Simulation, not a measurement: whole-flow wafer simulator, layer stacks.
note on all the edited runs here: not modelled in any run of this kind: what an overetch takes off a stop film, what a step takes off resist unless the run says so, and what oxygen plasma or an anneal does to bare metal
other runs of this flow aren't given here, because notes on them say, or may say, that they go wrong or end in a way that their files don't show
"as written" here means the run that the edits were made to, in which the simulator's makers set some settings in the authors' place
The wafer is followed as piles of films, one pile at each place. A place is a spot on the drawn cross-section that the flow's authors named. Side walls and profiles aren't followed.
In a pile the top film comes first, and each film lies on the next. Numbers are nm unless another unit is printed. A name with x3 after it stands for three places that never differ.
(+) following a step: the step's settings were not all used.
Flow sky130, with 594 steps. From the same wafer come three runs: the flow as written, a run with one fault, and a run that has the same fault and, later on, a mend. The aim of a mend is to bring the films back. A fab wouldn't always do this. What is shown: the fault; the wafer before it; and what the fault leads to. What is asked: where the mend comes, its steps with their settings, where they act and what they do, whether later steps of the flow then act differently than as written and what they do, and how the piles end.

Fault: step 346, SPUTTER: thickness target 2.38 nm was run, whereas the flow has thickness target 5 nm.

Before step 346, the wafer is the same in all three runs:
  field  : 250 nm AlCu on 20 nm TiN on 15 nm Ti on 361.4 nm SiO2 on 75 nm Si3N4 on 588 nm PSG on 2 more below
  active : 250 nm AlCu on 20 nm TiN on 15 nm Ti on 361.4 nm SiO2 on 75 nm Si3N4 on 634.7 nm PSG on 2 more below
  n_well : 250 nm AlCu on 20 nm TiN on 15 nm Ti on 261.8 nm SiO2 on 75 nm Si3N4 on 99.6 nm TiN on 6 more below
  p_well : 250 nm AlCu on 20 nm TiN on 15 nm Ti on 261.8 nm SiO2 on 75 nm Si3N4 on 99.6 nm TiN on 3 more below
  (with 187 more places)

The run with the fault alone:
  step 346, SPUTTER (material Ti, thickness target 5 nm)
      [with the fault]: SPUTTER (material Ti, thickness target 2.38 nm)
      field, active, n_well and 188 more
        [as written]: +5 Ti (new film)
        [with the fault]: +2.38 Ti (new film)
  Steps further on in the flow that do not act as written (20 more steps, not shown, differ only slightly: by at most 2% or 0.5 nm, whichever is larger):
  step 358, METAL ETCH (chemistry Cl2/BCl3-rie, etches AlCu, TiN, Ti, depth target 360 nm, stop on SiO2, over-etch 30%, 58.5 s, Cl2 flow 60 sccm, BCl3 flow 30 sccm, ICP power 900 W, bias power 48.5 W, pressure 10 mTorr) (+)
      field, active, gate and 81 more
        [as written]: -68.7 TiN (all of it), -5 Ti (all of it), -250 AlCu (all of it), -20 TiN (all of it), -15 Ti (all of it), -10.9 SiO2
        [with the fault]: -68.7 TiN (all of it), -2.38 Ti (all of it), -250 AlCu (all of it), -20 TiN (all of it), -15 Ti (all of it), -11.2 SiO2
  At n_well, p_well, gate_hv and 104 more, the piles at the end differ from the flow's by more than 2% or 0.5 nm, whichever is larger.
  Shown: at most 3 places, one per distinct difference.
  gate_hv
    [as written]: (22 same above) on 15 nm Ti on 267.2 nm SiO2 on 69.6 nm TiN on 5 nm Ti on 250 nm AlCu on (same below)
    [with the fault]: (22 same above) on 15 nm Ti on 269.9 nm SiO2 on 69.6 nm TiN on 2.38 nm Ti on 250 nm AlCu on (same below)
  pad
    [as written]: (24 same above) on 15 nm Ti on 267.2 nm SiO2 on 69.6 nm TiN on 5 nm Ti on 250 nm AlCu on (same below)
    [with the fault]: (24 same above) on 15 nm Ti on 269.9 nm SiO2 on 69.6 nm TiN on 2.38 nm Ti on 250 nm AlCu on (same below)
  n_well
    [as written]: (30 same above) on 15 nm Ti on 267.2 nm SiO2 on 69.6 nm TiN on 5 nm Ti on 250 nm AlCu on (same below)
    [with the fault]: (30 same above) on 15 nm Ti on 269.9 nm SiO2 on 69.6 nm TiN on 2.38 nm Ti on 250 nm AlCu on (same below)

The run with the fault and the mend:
  The mend follows step 346.
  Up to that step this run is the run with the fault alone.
  step 346a, SPUTTER (material Ti, thickness target 2.62 nm) (a further turn of the flow's step 346, with different settings)
      field, active, n_well and 188 more
        +2.62 Ti
  None of the later steps of the flow acts differently than as written at any place that is followed.
  The piles end the same as the flow's at every place that both follow.
